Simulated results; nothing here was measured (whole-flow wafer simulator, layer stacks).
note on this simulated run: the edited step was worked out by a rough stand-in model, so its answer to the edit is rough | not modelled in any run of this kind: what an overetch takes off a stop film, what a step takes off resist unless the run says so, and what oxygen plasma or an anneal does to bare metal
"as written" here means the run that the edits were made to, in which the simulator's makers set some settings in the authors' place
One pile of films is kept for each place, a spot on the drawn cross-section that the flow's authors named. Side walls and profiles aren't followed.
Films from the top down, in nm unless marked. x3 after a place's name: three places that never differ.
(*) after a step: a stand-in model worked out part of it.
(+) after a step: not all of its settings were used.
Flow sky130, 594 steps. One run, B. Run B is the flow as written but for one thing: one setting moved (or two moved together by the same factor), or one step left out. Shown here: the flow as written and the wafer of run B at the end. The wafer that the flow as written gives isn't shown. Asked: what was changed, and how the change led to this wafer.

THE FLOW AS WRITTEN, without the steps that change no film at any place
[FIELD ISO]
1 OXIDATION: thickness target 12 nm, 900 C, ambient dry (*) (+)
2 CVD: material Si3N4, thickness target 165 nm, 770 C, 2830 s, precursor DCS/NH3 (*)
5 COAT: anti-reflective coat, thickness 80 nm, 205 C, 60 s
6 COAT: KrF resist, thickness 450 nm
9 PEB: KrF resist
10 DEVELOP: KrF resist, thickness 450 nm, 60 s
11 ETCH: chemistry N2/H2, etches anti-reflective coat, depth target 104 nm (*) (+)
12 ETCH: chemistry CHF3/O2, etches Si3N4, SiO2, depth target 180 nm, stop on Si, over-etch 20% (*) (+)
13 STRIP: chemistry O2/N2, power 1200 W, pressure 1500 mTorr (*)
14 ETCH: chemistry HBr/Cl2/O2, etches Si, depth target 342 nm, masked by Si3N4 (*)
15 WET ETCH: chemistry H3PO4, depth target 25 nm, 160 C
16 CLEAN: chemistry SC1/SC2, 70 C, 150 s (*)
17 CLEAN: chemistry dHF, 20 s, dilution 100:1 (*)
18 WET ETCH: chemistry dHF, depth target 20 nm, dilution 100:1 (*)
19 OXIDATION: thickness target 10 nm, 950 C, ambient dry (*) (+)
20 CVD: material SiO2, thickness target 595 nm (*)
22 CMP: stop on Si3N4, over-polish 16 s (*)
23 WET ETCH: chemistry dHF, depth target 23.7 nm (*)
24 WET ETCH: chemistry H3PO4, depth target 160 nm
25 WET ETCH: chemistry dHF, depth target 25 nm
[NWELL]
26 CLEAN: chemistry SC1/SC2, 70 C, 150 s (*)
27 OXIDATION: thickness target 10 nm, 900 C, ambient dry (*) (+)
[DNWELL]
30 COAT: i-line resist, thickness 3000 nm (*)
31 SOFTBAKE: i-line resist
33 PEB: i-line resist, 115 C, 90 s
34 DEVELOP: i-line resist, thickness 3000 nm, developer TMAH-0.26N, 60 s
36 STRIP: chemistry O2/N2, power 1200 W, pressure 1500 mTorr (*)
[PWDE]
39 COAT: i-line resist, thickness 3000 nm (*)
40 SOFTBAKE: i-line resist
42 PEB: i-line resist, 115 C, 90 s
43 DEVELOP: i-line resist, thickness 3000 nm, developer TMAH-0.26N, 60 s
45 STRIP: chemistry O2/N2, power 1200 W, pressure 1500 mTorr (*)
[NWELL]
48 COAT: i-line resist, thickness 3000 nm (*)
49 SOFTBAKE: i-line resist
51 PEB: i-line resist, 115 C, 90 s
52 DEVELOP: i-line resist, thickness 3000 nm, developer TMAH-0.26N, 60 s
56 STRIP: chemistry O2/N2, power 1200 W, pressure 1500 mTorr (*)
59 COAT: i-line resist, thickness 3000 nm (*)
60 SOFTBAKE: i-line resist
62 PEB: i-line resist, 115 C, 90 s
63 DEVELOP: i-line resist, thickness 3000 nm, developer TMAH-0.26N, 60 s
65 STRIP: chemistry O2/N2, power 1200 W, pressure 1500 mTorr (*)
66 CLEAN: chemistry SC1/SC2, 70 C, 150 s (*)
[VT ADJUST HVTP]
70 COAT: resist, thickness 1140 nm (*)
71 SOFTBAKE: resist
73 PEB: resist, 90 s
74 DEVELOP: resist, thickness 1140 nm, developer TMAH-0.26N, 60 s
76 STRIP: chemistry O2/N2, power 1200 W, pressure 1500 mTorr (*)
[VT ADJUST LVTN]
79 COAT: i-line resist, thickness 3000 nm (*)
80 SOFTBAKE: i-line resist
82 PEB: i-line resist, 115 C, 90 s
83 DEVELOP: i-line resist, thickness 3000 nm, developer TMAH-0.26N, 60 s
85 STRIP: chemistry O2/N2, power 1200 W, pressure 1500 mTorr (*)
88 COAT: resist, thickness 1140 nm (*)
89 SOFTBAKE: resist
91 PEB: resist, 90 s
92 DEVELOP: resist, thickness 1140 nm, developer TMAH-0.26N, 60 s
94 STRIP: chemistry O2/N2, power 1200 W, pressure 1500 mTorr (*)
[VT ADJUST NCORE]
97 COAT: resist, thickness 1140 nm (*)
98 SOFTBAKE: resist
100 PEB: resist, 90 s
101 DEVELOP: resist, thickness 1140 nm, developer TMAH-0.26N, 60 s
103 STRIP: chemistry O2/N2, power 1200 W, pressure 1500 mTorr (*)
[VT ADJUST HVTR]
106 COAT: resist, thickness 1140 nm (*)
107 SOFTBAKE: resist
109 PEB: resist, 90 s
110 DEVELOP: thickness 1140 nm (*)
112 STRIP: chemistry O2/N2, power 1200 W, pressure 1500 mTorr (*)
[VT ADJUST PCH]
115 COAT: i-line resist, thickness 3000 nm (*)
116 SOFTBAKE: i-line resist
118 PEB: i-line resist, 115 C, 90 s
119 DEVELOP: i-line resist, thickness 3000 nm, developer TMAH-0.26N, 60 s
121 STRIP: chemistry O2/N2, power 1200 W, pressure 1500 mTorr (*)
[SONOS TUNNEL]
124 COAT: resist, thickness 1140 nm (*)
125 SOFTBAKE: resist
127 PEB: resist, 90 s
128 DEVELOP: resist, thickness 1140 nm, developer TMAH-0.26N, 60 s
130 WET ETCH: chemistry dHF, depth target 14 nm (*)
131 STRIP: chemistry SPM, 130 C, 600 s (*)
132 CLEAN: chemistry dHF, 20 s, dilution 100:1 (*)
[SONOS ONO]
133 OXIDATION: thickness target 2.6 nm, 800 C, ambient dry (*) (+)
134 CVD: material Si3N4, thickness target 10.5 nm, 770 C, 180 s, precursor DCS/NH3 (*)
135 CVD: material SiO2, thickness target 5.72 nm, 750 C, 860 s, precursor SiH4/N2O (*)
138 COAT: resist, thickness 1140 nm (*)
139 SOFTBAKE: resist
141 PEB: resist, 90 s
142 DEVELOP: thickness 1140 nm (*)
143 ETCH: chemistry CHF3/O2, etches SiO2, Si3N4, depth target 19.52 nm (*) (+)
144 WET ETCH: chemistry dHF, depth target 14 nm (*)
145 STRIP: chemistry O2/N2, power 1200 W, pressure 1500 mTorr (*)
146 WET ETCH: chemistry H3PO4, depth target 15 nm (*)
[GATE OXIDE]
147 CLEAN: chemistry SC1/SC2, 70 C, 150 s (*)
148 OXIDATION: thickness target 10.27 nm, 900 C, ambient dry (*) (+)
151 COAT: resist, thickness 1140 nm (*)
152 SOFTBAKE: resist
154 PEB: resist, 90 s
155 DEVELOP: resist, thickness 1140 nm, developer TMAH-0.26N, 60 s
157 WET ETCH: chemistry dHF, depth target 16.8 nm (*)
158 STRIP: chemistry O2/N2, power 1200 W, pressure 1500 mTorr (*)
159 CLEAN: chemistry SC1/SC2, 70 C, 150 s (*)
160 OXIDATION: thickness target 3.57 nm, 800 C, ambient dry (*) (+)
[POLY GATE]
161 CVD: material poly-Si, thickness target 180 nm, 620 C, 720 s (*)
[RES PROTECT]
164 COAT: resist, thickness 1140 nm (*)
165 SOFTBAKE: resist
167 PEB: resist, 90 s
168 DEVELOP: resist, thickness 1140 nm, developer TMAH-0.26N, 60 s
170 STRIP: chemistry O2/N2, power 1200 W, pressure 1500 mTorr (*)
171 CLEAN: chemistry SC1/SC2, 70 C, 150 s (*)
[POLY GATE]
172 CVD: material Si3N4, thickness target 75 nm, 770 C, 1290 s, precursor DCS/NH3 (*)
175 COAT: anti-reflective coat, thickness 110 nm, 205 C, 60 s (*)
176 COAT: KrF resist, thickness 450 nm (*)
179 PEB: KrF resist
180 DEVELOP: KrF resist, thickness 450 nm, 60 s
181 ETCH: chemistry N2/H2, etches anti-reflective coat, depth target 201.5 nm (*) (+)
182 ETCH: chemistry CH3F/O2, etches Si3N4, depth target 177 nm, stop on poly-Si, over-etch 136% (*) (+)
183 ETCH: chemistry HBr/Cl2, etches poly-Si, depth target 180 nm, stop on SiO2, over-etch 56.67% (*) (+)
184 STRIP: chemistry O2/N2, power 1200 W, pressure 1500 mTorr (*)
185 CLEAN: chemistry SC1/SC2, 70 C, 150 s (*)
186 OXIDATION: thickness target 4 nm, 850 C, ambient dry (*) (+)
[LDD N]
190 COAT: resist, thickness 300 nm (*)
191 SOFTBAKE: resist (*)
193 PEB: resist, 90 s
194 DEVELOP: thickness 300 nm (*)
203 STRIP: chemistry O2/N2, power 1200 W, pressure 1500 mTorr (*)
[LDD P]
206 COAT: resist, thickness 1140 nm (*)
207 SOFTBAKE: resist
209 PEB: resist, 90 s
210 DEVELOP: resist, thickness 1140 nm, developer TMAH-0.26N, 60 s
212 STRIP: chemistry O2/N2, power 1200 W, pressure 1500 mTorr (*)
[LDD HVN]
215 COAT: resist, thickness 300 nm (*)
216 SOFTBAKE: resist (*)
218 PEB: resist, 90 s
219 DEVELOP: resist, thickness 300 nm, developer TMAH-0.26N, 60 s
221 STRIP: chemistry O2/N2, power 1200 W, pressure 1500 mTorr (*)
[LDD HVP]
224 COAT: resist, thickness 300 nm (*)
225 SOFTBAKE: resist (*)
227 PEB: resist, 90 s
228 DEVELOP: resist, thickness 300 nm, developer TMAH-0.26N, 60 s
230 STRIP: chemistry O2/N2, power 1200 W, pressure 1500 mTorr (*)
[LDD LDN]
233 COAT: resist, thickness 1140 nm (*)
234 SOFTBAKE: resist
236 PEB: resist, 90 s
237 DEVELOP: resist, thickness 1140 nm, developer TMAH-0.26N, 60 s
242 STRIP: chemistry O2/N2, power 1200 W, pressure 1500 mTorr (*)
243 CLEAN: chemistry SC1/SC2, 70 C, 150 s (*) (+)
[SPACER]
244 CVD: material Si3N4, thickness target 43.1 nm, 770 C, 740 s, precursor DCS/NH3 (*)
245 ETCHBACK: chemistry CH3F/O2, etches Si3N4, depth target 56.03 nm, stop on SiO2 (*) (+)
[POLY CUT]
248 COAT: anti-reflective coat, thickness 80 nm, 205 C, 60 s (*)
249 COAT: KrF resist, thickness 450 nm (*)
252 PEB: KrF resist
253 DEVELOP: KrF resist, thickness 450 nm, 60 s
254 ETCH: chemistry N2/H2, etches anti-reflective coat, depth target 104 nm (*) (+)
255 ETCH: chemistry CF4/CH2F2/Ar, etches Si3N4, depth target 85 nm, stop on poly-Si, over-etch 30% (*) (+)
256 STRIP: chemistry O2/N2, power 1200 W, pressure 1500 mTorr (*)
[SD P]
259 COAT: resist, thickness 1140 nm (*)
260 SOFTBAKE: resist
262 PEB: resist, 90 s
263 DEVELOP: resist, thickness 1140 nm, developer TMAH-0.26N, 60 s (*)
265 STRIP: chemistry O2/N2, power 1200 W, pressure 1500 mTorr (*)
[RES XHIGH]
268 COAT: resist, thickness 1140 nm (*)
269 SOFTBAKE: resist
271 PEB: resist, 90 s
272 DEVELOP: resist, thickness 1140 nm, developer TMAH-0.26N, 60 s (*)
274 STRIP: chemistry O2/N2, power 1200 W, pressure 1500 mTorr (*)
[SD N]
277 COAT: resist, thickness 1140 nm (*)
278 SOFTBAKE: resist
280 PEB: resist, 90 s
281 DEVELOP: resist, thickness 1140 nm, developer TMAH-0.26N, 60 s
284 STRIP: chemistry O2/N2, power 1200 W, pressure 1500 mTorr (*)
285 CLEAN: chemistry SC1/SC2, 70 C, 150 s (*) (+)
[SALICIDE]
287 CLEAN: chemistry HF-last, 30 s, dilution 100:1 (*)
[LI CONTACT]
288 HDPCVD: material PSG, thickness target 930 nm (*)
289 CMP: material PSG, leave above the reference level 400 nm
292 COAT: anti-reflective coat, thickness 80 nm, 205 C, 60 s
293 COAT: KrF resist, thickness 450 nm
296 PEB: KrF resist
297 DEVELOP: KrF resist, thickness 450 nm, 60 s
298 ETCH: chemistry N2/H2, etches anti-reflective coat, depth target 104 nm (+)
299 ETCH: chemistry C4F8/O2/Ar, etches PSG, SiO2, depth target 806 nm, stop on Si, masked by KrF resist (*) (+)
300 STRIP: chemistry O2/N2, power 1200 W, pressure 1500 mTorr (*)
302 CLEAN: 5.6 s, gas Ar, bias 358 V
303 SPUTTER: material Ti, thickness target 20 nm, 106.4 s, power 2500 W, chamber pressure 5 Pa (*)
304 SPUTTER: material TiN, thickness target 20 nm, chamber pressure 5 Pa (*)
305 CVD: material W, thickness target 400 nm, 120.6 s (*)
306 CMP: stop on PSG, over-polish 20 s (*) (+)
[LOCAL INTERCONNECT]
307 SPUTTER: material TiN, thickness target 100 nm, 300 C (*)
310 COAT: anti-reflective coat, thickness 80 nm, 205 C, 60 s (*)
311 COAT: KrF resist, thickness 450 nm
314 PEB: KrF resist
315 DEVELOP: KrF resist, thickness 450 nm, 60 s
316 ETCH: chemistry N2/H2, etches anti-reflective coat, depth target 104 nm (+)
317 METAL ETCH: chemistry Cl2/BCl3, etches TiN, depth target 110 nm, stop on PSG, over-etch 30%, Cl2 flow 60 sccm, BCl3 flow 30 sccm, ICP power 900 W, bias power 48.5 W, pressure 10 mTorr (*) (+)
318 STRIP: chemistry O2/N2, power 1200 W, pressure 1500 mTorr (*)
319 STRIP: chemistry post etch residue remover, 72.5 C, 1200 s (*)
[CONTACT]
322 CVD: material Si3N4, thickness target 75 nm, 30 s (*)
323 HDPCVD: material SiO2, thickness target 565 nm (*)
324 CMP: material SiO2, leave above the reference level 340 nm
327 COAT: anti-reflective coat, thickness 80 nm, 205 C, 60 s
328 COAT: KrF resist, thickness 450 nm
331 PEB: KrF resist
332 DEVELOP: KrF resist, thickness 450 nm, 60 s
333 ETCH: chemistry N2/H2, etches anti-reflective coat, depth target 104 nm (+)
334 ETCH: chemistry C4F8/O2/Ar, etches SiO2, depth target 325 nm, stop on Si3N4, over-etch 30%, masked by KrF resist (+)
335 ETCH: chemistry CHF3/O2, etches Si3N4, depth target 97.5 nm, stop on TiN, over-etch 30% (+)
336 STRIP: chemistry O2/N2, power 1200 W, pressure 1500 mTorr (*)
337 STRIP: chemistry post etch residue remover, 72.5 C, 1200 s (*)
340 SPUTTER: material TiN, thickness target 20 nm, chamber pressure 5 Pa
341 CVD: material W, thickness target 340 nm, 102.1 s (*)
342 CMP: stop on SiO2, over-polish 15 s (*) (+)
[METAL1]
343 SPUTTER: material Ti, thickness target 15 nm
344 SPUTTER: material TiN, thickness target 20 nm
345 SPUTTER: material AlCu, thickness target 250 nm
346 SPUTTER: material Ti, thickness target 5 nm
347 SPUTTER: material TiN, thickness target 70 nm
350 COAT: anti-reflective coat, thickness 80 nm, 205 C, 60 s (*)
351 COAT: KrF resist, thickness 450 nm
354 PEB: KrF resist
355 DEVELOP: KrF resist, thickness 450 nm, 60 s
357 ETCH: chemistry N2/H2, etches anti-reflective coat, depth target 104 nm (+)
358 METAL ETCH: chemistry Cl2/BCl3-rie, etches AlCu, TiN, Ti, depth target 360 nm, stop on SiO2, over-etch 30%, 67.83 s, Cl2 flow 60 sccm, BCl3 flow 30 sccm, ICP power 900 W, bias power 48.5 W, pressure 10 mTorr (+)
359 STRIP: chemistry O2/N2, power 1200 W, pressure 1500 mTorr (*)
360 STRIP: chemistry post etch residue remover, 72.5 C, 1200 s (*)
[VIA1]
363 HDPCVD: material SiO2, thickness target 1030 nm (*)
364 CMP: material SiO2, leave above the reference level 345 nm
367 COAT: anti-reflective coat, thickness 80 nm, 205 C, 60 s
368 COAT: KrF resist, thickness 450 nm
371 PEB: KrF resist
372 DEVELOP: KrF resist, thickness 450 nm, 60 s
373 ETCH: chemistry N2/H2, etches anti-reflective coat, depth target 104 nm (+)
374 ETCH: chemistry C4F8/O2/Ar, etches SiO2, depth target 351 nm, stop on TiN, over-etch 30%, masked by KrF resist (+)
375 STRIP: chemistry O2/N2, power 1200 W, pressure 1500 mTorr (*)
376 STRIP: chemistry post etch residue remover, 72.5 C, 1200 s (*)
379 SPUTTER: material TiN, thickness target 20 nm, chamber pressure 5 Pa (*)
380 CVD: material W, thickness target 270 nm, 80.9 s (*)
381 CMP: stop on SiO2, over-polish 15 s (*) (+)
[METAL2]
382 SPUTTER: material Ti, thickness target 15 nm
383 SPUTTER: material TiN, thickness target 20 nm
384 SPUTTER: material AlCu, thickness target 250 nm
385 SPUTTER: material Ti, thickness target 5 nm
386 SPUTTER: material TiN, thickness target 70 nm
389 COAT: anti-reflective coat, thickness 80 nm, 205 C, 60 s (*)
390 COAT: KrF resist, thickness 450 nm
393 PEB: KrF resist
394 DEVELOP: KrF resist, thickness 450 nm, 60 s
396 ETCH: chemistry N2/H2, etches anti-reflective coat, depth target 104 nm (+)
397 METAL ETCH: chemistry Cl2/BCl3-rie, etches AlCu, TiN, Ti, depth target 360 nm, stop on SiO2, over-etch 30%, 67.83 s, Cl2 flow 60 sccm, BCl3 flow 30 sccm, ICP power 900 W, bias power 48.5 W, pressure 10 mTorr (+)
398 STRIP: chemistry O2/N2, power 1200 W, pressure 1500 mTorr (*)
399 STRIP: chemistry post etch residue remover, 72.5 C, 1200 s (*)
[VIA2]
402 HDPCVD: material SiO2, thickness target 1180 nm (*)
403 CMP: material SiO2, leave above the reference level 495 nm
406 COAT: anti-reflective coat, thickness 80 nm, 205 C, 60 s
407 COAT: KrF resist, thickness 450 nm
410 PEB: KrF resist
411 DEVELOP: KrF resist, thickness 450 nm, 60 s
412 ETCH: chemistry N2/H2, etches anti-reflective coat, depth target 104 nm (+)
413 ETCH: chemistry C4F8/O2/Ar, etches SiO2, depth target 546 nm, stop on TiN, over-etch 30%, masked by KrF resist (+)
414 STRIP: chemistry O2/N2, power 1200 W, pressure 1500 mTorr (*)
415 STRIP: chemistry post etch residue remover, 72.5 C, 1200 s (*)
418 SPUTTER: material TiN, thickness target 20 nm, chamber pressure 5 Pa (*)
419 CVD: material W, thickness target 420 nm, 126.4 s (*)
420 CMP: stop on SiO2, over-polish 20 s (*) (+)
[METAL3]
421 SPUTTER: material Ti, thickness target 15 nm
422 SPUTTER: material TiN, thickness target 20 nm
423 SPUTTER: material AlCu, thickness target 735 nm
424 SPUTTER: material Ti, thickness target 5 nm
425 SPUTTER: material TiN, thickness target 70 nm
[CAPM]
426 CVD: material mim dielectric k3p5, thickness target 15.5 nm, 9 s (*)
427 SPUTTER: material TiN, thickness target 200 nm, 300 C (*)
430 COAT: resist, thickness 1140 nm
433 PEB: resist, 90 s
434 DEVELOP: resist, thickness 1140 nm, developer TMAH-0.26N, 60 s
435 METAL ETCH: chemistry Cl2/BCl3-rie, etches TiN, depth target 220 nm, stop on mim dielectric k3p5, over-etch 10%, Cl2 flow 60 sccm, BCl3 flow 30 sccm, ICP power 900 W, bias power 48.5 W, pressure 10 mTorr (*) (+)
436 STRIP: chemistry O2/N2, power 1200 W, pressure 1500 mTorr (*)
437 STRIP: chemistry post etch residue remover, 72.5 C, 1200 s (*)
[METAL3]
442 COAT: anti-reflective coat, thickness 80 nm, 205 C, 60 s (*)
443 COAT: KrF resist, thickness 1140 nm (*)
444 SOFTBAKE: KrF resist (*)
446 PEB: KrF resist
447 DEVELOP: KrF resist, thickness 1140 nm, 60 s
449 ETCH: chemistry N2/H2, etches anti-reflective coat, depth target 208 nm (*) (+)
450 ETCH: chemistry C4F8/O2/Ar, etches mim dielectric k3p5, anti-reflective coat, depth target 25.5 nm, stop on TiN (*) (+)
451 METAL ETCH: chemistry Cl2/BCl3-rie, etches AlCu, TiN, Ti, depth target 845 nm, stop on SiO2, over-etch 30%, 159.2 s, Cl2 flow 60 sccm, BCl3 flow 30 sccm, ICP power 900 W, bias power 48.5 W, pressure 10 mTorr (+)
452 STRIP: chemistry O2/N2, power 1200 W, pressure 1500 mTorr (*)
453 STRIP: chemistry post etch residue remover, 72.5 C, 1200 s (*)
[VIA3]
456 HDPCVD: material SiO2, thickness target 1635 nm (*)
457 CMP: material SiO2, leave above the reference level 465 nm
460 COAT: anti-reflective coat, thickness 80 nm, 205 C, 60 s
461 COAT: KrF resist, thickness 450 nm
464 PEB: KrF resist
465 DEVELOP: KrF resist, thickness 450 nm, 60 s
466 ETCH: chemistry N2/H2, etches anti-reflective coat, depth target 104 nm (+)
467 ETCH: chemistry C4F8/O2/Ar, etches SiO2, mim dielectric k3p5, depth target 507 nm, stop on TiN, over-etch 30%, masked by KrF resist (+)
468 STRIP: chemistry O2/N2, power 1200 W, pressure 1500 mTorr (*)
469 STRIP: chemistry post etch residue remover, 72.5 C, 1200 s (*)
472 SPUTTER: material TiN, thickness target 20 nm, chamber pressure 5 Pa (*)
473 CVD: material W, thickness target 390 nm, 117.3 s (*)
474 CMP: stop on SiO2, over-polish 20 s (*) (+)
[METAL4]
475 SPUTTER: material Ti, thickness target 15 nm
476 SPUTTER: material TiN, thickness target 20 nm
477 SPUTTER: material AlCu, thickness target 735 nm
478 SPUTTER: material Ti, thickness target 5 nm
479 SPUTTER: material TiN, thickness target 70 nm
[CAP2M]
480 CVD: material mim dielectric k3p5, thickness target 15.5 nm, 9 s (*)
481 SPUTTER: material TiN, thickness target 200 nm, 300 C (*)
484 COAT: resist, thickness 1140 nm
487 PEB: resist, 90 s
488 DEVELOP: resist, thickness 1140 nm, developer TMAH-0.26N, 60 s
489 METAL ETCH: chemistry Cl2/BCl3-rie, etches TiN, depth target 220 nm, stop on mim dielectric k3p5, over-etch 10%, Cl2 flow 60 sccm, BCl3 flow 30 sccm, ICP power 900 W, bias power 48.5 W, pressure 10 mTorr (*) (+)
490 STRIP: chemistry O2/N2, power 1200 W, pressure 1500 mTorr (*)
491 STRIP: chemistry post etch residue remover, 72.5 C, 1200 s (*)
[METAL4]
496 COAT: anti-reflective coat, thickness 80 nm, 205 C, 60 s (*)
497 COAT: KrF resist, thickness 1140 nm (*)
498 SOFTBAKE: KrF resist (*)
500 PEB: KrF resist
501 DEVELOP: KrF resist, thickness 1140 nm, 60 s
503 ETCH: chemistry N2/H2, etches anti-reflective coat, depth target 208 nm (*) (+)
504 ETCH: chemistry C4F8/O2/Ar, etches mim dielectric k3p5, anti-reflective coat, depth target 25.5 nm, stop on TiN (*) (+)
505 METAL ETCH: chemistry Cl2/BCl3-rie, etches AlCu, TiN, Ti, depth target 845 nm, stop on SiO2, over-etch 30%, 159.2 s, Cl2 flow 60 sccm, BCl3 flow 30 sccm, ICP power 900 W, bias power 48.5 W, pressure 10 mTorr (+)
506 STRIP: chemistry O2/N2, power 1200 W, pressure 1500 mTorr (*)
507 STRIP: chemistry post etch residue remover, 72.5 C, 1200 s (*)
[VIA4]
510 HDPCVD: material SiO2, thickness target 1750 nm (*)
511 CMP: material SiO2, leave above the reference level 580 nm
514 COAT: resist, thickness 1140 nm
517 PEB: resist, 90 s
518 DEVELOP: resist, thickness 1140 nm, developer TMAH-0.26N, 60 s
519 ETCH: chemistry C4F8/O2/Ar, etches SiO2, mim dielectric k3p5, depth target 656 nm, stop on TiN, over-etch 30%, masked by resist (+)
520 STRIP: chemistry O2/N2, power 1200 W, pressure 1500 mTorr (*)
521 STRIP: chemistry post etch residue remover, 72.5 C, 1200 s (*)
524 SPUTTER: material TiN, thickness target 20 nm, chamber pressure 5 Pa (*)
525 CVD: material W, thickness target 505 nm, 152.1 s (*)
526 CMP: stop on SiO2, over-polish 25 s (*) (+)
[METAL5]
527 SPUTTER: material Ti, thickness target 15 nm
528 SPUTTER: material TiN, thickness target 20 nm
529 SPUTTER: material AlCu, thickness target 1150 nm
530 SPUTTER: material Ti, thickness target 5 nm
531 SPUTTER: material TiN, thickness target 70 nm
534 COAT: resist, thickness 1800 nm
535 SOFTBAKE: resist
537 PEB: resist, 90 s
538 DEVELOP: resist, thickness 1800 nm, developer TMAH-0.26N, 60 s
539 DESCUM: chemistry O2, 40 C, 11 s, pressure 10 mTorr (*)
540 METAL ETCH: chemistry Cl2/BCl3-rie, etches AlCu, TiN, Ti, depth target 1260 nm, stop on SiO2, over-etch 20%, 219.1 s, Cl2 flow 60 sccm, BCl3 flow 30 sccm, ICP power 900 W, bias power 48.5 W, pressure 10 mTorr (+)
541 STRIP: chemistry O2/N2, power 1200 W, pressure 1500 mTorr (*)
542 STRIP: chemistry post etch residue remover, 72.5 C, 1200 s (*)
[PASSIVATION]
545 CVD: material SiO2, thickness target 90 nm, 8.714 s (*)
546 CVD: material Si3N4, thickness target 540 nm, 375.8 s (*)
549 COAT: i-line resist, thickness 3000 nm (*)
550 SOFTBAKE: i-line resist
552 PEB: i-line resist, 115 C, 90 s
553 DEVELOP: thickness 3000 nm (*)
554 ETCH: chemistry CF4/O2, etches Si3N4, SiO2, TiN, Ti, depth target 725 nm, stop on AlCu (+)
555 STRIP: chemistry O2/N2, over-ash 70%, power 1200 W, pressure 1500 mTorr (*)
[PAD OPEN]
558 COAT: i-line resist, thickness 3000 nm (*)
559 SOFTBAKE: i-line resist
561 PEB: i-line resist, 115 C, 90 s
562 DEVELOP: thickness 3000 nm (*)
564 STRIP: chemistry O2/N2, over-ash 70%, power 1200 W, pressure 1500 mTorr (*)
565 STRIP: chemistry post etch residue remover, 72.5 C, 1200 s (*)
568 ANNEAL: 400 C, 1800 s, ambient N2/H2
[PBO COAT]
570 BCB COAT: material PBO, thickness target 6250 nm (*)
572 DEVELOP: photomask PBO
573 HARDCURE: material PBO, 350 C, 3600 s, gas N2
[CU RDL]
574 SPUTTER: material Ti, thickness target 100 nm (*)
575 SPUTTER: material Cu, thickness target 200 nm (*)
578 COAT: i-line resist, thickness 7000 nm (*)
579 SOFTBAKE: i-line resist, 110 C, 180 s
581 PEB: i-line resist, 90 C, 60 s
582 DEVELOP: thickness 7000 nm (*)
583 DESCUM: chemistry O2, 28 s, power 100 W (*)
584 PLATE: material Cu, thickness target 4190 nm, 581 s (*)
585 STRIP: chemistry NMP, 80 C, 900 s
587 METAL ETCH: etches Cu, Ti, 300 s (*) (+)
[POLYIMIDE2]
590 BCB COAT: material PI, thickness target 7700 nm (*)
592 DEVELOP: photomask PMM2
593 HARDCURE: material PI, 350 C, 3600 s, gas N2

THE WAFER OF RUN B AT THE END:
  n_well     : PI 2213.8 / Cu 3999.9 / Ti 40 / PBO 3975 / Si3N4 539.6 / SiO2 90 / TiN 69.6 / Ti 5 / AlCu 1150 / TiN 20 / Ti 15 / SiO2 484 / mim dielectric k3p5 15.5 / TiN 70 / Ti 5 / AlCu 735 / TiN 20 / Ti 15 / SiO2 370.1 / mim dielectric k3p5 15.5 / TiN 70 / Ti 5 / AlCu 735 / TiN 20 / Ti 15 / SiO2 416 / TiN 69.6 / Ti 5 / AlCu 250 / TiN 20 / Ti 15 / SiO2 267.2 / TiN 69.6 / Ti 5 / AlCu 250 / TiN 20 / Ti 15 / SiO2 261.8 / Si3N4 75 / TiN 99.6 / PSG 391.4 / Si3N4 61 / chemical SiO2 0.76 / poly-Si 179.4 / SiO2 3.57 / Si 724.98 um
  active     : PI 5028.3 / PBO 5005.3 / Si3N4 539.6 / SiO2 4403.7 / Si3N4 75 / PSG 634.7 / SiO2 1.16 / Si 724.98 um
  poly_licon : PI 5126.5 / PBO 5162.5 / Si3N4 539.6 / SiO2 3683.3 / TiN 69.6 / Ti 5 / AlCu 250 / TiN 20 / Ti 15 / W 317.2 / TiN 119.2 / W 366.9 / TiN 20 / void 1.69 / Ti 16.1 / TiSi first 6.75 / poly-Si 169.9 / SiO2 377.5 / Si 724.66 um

The cause: step 574, SPUTTER: thickness target 40 nm was run, where the flow has thickness target 100 nm.
It can be read off the wafer: n_well has Ti 40, and step 574 as written asks for 100 nm.

How the change led to this, step by step:
  574 SPUTTER: material Ti, thickness target 100 nm (*)
      field, active, n_well and 190 more: Ti +40 (new film) (as written it would be: Ti +100 (new film))
  579 SOFTBAKE: i-line resist, 110 C, 180 s
      hv_encl: i-line resist -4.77 (as written it would be: i-line resist -2.19)
  587 METAL ETCH: etches Cu, Ti, 300 s (*) (+)
      field, active, gate and 167 more: Cu -200 (all of it), Ti -40 (all of it) (as written it would be: Cu -200 (all of it), Ti -100 (all of it))
  590 BCB COAT: material PI, thickness target 7700 nm (*)
      de16_gate_nw: PI +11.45 um (new film) (as written it would be: PI +11.5 um (new film))
